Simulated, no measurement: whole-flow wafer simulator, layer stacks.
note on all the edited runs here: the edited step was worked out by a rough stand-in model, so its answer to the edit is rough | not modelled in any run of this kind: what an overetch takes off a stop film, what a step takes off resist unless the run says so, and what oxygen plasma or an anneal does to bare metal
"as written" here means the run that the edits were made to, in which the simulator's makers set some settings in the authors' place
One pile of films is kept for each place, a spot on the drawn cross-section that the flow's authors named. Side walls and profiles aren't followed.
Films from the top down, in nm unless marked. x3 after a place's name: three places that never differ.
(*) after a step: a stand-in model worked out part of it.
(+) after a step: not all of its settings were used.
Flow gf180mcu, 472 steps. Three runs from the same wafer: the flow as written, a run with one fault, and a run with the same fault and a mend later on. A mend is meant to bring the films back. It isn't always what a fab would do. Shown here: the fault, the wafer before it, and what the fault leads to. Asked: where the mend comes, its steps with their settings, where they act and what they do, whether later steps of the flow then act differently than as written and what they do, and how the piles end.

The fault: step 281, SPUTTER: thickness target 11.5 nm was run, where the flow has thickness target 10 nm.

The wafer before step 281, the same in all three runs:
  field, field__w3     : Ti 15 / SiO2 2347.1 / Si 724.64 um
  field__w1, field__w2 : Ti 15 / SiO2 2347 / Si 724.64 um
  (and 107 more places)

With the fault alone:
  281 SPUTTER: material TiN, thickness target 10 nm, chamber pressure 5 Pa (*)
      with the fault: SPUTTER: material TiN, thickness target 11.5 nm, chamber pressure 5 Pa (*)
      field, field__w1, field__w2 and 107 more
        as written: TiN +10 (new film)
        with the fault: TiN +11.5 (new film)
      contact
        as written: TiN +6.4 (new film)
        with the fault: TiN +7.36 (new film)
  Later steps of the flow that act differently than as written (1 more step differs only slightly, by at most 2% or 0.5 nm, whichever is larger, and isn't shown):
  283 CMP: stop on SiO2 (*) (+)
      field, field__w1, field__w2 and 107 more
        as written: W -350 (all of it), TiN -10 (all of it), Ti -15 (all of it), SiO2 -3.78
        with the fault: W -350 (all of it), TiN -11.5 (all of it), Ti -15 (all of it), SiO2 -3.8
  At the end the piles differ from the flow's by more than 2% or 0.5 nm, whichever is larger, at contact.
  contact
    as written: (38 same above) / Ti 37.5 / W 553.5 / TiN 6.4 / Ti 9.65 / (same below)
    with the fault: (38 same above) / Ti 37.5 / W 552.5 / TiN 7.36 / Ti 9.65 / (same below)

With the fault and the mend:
  The mend comes after step 281.
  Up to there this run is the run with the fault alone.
  281a METAL ETCH: chemistry Cl2/BCl3, etches TiN, AlCu, Ti, depth target 1.5 nm, Cl2 flow 80 sccm, BCl3 flow 40 sccm, ICP power 800 W, bias power 140 W, pressure 8 mTorr (the flow's step 260 once more, with other settings)
      field, field__w1, field__w2 and 108 more
        TiN -1.5
  No later step of the flow acts differently than as written, at any place that is followed, by more than 2% or 0.5 nm, whichever is larger.
  At the end the piles differ from the flow's by more than 2% or 0.5 nm, whichever is larger, at contact.
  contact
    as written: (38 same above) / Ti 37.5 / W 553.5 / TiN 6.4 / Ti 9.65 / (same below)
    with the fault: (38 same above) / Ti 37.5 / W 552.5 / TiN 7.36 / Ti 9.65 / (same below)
    with the mend: (38 same above) / Ti 37.5 / W 554 / TiN 5.86 / Ti 9.65 / (same below)
